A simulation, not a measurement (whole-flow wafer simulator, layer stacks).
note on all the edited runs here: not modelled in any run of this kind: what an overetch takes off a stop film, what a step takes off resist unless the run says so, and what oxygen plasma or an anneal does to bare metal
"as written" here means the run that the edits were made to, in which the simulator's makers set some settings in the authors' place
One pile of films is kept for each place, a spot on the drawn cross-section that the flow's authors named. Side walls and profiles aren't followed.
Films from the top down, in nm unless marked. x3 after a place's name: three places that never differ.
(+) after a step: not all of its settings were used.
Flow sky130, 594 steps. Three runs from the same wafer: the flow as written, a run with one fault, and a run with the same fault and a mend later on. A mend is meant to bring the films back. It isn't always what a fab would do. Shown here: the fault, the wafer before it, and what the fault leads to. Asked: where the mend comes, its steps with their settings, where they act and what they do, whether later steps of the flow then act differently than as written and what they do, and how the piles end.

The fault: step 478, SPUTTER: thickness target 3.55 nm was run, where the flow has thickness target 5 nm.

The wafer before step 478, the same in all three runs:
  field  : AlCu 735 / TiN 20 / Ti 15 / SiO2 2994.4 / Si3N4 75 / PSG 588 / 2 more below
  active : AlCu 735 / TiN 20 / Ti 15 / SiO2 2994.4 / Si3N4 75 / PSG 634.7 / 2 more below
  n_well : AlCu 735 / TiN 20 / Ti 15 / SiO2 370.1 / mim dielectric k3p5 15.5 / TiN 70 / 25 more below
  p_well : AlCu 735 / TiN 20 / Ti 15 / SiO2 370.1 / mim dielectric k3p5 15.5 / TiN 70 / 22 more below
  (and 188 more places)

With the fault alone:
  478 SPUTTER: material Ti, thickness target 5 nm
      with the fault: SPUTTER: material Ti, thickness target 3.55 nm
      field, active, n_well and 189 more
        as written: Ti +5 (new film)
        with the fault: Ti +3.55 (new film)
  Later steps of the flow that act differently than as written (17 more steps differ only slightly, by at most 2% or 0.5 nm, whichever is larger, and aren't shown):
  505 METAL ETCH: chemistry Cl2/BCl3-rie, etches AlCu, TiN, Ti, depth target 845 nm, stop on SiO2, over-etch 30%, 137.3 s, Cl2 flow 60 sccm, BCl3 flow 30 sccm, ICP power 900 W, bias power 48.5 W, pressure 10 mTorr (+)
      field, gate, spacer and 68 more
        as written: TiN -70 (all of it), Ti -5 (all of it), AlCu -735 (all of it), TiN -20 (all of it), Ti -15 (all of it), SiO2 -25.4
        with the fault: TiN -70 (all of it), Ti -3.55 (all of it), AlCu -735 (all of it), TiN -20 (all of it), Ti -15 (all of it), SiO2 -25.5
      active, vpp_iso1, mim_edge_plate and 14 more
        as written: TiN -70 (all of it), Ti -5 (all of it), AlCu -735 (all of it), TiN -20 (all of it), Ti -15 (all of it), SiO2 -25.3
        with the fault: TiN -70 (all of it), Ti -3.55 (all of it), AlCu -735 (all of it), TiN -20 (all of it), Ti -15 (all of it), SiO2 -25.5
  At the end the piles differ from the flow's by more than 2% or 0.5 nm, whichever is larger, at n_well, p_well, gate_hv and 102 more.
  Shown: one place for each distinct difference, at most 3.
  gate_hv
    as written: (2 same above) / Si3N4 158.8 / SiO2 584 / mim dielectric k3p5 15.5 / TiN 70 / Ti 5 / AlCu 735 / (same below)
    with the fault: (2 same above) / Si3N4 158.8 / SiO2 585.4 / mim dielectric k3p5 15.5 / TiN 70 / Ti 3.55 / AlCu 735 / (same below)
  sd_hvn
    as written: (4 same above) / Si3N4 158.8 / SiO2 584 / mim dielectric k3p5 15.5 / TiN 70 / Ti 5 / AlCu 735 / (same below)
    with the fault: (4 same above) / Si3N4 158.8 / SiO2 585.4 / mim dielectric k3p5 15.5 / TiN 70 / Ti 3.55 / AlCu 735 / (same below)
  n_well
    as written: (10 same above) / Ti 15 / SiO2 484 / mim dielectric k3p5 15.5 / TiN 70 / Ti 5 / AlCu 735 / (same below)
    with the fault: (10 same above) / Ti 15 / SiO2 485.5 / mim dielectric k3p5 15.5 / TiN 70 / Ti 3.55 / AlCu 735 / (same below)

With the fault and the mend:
  The mend comes after step 478.
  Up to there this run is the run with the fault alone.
  478a SPUTTER: material Ti, thickness target 1.45 nm (the flow's step 478 once more, with other settings)
      field, active, n_well and 189 more
        Ti +1.45
  No later step of the flow acts differently than as written at any place that is followed.
  At the end the piles are the same as the flow's at every place that both follow.
